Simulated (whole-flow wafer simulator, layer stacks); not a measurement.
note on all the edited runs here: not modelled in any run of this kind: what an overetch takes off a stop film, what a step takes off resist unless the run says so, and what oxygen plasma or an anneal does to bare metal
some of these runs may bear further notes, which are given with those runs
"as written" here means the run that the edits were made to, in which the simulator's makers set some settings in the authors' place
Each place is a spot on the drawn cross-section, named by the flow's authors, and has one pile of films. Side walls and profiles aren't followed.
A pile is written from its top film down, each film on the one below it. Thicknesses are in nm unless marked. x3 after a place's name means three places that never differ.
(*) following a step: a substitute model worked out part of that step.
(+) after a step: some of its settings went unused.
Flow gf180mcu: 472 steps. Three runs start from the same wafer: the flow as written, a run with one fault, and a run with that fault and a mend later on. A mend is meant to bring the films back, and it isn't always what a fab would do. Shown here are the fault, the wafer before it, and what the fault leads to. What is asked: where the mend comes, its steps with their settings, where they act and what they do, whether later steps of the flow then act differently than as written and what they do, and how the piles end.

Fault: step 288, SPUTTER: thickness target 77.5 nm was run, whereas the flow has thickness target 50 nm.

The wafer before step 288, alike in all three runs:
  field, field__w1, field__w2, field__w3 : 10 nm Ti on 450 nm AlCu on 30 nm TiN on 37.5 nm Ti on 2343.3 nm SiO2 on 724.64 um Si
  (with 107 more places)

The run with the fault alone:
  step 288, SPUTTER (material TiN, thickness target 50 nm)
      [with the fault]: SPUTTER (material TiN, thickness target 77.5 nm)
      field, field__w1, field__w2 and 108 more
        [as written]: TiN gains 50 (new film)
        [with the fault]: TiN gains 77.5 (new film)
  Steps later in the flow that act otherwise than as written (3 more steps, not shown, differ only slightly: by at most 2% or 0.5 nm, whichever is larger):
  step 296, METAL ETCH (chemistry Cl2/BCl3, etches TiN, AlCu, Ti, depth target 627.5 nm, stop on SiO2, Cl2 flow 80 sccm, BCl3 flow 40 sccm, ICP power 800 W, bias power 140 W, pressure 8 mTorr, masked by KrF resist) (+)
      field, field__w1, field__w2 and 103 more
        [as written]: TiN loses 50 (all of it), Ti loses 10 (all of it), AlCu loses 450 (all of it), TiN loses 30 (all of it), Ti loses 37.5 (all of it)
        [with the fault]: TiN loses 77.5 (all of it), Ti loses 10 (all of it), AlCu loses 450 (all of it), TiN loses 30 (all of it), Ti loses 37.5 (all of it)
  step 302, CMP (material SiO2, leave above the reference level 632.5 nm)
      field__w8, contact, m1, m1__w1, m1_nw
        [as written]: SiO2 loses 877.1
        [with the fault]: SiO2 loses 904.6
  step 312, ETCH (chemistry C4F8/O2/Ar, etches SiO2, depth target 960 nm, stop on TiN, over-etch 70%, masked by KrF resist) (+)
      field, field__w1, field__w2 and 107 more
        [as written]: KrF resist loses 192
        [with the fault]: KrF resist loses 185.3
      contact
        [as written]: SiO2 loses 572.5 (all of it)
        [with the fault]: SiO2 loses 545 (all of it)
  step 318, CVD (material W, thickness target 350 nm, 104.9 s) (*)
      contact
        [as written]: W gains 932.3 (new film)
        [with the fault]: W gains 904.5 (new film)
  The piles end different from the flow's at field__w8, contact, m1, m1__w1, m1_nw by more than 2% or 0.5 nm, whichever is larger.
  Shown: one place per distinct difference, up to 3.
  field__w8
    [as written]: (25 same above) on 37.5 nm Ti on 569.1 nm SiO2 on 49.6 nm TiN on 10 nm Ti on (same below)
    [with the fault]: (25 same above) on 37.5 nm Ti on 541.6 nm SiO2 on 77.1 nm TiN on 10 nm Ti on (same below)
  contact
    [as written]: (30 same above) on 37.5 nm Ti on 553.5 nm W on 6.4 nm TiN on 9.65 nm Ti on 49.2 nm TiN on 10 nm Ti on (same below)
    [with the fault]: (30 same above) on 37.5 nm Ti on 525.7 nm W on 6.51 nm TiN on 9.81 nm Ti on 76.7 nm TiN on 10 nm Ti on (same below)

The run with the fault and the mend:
  The mend follows step 288.
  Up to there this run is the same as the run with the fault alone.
  step 288a, METAL ETCH (chemistry Cl2/BCl3, etches TiN, AlCu, Ti, depth target 27.5 nm, Cl2 flow 80 sccm, BCl3 flow 40 sccm, ICP power 800 W, bias power 140 W, pressure 8 mTorr) (the flow's step 260, run once more with other settings)
      field, field__w1, field__w2 and 108 more
        TiN loses 27.5
  Later steps of the flow that are run all act as written at every place that is followed.
  The piles end the same as the flow's at every place that both follow.
